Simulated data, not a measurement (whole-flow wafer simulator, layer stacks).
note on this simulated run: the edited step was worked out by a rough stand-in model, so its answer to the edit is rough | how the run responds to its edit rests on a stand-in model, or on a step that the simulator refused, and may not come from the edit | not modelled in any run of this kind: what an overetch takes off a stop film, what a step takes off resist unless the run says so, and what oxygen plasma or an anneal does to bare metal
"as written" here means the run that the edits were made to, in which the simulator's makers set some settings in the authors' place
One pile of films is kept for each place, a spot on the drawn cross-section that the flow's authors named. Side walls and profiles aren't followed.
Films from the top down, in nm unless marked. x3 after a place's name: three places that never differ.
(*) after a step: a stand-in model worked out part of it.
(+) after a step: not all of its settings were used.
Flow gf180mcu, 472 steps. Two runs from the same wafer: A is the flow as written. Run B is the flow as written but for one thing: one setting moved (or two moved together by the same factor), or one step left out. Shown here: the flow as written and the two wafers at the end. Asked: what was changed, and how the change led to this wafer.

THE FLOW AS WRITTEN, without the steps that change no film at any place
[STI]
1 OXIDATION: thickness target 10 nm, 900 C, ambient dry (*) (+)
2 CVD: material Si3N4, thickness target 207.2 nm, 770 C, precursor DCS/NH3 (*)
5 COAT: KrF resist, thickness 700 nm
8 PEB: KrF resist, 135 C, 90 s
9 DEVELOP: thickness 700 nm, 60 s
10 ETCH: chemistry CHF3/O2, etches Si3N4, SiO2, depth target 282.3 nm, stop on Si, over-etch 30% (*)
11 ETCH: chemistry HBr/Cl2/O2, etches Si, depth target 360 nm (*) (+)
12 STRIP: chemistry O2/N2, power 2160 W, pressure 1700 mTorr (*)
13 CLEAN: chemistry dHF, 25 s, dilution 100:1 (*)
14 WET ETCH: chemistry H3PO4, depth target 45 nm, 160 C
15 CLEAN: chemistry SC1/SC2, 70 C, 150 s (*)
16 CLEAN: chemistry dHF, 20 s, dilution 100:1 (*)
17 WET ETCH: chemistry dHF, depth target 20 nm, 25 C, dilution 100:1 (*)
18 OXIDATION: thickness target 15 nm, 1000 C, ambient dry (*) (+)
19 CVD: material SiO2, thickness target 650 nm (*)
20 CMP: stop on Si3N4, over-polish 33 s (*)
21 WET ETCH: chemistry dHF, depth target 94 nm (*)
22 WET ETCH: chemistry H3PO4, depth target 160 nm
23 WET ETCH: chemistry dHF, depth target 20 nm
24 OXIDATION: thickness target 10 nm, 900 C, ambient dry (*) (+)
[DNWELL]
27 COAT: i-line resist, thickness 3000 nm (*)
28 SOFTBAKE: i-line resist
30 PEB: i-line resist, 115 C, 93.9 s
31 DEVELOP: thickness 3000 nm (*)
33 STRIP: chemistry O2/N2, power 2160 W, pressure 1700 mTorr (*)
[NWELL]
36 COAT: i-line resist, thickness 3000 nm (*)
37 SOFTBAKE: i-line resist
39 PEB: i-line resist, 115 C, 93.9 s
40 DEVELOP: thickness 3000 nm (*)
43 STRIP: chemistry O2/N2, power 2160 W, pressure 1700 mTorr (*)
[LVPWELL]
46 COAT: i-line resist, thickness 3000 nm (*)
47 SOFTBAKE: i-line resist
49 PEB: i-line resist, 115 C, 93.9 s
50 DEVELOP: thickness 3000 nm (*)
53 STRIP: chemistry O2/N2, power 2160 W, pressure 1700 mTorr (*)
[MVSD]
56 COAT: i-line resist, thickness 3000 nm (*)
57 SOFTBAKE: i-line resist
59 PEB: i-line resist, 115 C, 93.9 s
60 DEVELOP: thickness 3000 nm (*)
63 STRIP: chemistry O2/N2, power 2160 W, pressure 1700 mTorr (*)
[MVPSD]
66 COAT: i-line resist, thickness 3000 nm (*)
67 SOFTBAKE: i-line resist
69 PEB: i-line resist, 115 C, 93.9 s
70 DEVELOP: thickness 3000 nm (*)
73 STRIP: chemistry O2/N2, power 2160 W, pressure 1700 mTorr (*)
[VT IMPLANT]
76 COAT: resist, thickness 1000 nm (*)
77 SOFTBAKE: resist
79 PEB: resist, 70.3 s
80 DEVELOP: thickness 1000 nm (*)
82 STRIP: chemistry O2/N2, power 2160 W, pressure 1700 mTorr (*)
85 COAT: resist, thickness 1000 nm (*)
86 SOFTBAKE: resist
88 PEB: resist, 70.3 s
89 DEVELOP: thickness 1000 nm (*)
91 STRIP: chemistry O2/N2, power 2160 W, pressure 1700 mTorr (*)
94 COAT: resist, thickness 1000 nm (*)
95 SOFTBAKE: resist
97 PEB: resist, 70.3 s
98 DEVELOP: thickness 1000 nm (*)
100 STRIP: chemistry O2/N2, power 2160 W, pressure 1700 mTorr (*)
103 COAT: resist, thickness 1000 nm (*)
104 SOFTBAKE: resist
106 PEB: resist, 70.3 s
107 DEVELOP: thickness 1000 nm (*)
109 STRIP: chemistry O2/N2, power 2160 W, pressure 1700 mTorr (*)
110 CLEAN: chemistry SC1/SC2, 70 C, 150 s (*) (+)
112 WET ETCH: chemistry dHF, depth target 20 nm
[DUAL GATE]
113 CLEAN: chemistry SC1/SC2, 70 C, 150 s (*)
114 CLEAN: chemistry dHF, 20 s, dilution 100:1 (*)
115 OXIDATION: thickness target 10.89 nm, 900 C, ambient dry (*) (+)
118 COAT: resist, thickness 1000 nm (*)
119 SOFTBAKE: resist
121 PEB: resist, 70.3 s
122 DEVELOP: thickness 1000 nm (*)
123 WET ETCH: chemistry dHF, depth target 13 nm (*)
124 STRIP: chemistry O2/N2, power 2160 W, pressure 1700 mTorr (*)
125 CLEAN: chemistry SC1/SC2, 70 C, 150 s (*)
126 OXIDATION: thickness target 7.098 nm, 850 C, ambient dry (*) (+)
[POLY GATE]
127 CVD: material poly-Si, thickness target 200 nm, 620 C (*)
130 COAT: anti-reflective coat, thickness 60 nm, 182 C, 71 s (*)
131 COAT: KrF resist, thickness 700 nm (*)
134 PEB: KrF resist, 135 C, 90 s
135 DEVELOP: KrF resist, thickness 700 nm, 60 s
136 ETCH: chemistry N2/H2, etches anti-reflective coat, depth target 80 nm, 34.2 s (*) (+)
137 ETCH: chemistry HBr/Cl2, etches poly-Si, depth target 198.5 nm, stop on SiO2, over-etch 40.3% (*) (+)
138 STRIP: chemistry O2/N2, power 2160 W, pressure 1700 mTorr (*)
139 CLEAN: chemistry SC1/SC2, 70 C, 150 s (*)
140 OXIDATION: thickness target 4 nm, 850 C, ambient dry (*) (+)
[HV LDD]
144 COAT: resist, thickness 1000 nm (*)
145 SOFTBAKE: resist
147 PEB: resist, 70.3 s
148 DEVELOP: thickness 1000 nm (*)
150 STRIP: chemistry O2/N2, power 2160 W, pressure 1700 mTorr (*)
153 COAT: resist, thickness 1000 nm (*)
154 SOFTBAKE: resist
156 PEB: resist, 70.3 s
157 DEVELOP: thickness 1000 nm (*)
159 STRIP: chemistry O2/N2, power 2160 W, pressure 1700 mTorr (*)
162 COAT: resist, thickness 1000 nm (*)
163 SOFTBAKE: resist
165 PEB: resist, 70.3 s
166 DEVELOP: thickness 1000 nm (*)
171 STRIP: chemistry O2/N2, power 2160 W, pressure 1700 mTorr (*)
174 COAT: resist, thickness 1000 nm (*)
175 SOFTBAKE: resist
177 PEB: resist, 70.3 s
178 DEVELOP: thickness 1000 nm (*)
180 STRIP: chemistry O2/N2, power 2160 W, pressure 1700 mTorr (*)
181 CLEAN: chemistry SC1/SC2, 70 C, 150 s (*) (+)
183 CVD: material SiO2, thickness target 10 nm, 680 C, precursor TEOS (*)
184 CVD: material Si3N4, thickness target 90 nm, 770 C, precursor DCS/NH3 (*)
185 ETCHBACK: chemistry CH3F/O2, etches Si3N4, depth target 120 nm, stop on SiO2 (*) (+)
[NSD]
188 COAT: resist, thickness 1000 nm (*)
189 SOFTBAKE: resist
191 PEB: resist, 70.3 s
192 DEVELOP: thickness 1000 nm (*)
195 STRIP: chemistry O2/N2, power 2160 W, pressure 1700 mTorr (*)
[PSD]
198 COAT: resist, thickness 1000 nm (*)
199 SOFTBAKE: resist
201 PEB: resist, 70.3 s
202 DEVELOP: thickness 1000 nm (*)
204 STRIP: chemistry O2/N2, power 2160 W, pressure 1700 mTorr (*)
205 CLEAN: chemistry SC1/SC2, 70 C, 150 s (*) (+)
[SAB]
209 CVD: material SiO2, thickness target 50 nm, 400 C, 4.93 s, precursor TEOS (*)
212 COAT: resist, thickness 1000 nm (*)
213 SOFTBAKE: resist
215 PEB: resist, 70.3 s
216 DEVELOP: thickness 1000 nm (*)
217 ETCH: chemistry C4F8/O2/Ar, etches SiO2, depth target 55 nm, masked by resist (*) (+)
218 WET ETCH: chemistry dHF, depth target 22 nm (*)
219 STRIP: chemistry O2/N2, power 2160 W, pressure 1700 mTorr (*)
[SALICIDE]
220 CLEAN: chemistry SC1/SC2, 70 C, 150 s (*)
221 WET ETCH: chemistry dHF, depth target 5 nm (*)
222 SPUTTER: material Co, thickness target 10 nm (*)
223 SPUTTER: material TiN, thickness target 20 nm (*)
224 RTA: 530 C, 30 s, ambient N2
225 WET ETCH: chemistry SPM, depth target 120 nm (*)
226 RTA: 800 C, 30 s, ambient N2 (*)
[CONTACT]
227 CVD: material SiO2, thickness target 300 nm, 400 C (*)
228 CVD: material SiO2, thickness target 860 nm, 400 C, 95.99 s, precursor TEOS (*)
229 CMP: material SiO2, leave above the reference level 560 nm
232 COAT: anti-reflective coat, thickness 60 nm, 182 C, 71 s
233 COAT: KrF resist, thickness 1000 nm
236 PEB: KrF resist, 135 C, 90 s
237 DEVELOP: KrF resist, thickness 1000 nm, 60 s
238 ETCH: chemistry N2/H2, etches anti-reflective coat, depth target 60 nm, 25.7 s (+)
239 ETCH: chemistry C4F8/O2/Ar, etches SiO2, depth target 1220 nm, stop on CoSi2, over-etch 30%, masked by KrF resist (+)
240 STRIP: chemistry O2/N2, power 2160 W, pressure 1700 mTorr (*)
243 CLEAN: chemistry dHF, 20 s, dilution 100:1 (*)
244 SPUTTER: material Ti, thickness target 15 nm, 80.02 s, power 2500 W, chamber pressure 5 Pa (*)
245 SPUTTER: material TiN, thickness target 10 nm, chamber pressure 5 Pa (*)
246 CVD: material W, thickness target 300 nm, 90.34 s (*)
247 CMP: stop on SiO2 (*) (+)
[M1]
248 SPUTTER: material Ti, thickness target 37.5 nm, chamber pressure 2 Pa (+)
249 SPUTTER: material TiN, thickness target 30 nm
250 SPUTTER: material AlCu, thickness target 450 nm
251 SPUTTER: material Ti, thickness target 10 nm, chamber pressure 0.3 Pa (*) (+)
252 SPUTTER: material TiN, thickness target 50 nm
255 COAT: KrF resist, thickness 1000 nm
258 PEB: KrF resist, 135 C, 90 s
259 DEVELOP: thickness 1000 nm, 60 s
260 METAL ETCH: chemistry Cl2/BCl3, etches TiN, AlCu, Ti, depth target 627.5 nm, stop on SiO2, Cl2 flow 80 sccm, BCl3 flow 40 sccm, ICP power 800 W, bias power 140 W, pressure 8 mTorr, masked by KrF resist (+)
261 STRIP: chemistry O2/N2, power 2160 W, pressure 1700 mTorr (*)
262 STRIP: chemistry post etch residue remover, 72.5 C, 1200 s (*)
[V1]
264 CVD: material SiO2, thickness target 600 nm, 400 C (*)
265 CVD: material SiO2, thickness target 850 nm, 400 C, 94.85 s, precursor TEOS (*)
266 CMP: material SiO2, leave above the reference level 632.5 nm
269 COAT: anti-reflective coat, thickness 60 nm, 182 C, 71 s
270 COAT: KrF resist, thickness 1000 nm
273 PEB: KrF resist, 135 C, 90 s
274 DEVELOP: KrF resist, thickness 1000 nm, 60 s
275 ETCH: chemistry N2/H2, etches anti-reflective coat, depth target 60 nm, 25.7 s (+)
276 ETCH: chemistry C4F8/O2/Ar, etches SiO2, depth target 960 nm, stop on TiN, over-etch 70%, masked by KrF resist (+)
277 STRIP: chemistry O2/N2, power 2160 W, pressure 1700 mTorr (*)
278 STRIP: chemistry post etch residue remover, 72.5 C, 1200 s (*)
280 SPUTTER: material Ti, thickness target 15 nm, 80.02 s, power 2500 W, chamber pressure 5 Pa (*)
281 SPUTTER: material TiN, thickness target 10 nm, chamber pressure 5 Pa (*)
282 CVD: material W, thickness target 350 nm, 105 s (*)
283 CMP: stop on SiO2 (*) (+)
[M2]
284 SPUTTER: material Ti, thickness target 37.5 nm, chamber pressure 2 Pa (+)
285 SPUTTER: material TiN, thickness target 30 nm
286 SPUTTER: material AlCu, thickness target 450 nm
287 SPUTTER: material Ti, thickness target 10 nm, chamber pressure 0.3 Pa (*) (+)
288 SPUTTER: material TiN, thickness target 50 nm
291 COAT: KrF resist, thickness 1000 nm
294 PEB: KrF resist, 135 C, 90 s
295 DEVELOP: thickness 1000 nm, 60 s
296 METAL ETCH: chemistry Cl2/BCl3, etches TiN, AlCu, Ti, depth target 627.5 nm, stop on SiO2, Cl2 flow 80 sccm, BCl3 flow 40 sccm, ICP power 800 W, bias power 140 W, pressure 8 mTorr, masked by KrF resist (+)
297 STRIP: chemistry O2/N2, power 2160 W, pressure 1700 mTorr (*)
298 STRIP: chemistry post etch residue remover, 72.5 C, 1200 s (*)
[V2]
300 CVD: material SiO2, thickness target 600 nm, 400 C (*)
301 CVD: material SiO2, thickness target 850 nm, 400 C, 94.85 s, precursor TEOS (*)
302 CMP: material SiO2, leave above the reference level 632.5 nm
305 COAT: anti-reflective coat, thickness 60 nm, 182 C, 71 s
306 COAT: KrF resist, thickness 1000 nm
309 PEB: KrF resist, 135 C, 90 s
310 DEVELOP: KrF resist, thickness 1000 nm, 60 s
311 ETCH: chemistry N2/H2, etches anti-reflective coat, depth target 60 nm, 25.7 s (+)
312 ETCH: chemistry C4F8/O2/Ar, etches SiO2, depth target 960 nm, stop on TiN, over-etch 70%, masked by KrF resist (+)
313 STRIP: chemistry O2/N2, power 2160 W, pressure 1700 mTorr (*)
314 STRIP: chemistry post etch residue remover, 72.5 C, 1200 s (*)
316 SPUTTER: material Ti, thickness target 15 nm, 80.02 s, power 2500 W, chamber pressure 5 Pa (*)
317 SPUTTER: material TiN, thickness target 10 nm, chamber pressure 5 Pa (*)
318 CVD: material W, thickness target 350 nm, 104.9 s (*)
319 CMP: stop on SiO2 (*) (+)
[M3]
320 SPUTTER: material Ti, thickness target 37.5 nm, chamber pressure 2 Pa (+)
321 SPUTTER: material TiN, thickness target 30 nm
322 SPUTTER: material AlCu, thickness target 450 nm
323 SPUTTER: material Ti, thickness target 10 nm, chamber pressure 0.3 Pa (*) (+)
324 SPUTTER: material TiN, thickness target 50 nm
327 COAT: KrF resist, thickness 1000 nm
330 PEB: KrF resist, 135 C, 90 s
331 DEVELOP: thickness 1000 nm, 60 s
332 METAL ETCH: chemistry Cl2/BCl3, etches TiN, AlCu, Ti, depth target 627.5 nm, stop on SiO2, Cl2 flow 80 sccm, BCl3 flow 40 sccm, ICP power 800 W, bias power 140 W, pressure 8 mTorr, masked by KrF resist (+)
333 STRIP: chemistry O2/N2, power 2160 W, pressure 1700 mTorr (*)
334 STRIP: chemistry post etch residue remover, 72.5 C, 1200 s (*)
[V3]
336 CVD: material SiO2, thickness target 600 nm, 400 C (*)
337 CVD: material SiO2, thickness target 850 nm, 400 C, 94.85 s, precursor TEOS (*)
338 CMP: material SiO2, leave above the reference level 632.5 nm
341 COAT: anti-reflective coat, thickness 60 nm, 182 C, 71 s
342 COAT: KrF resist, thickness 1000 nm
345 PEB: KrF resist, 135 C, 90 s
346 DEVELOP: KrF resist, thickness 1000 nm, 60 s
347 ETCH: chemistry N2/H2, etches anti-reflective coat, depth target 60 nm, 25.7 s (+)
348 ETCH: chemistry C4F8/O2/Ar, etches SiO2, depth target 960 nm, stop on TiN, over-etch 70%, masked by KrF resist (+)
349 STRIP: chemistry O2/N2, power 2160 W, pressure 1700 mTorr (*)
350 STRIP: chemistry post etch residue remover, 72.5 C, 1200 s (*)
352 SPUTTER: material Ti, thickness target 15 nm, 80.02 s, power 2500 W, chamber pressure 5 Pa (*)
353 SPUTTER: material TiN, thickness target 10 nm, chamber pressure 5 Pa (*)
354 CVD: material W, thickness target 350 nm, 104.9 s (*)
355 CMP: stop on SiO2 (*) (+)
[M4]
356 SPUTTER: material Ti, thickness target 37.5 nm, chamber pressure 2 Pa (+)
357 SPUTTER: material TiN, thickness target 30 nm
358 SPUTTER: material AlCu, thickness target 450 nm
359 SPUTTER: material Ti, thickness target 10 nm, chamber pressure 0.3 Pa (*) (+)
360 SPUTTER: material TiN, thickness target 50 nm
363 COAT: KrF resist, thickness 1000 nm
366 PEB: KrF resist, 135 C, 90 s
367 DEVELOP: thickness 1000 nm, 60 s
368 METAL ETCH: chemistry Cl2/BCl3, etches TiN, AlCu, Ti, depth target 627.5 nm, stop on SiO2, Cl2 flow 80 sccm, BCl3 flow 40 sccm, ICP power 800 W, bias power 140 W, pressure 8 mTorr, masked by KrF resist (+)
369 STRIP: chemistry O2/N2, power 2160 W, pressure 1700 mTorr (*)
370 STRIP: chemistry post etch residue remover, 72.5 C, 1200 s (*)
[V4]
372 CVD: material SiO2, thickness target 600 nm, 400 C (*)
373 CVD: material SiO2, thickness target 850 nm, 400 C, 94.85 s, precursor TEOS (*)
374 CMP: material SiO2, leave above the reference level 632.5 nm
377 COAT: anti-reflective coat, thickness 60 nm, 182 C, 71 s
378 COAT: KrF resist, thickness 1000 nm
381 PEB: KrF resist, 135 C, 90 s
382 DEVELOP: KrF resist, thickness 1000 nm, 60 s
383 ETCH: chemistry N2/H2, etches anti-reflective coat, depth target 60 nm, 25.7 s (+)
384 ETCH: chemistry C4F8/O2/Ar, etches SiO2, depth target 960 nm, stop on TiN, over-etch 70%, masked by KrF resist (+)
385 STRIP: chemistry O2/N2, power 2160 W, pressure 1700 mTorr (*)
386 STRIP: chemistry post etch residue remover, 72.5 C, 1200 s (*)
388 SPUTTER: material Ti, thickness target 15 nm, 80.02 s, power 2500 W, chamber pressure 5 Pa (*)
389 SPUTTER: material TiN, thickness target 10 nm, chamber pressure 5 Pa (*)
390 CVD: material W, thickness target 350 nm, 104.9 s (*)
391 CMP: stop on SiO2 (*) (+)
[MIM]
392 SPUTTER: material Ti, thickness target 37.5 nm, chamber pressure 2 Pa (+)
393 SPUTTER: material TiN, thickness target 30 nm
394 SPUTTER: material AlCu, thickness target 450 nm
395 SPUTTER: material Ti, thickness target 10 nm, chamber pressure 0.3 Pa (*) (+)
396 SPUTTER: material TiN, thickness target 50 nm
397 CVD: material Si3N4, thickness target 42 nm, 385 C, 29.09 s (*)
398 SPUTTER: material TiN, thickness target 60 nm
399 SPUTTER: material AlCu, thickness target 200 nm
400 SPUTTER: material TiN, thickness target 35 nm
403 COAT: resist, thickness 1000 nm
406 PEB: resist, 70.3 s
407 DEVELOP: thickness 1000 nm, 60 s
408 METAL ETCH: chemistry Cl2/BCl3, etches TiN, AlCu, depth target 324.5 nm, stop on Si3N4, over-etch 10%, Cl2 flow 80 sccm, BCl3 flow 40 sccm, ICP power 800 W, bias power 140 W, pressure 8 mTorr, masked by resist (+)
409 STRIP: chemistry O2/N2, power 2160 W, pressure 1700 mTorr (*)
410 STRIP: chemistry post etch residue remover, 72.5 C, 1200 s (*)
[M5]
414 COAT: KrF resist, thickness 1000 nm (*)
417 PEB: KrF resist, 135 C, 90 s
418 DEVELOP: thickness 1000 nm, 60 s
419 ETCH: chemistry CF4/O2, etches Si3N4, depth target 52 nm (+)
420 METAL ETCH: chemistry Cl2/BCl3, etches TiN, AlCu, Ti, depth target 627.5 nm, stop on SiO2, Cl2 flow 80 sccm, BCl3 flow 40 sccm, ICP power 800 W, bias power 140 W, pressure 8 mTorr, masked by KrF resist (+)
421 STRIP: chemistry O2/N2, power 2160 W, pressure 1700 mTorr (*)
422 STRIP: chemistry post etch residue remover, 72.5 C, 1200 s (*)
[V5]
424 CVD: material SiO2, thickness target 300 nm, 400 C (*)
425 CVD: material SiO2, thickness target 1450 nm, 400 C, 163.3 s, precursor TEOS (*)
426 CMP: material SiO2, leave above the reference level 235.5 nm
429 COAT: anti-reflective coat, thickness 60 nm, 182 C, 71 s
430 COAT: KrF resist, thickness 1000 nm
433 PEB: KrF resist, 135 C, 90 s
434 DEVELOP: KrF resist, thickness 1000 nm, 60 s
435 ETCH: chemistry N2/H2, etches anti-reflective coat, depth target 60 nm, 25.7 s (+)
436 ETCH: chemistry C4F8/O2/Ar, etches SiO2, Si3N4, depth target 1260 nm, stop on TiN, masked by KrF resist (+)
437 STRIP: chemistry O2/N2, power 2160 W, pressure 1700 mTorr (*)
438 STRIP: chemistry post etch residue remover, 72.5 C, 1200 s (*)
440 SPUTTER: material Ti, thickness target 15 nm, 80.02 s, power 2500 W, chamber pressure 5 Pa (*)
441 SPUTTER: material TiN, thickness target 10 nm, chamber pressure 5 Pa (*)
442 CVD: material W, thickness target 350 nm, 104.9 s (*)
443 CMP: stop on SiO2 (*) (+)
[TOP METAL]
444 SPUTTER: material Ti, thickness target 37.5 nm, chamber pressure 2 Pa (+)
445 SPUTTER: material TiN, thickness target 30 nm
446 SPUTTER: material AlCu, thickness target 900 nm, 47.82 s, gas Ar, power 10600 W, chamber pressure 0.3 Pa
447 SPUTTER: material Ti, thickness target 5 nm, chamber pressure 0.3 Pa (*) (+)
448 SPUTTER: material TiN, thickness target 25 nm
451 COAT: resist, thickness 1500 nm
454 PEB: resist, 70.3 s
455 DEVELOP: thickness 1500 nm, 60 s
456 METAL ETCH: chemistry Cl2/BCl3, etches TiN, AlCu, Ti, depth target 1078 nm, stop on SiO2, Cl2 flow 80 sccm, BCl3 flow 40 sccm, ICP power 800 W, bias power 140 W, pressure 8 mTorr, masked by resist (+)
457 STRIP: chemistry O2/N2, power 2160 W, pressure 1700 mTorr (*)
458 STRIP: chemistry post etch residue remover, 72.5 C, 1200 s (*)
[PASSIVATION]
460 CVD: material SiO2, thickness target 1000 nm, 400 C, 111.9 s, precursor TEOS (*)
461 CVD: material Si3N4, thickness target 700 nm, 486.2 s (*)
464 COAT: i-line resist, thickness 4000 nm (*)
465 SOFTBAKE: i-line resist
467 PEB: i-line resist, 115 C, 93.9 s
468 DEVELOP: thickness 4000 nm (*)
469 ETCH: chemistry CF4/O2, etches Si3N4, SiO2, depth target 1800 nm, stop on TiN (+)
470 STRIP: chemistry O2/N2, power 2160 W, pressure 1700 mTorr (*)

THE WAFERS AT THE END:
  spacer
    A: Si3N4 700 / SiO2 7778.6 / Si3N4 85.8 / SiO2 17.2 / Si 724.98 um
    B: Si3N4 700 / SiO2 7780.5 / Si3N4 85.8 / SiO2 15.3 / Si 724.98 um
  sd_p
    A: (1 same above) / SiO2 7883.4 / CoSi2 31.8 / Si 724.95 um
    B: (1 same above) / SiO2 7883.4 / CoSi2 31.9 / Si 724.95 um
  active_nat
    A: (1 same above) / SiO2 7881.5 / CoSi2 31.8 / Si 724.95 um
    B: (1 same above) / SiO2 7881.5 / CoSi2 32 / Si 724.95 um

The cause: step 183, CVD: thickness target 8.1 nm was run, where the flow has thickness target 10 nm.

How the change led to this, step by step:
  183 CVD: material SiO2, thickness target 10 nm, 680 C, precursor TEOS (*)
      field, field__w1, field__w2 and 99 more: A SiO2 +10 | B SiO2 +8.1
      ld_drift_p: A SiO2 +9.87 | B SiO2 +7.99
      (and at 1 more place)
  189 SOFTBAKE: resist
      field: A resist +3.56 | B resist -0.36
      active_hv: A resist +2.68 | B resist -0.53
      (and at 3 more places)
  199 SOFTBAKE: resist
      field: A resist +3.56 | B resist -0.36
      active_hv: A resist +2.68 | B resist -0.53
      (and at 3 more places)
  218 WET ETCH: chemistry dHF, depth target 22 nm (*)
      gate, gate_hv, gate_p and 23 more: A SiO2 -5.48 (all of it) | B SiO2 -3.58 (all of it)
      active, p_well, sd_n, iso_ptap_pw, iso_ntap_nw, iso_ptap_sub, vpnp_e: A SiO2 -9.01 (all of it) | B SiO2 -7.11 (all of it)
      (and at 16 more places)
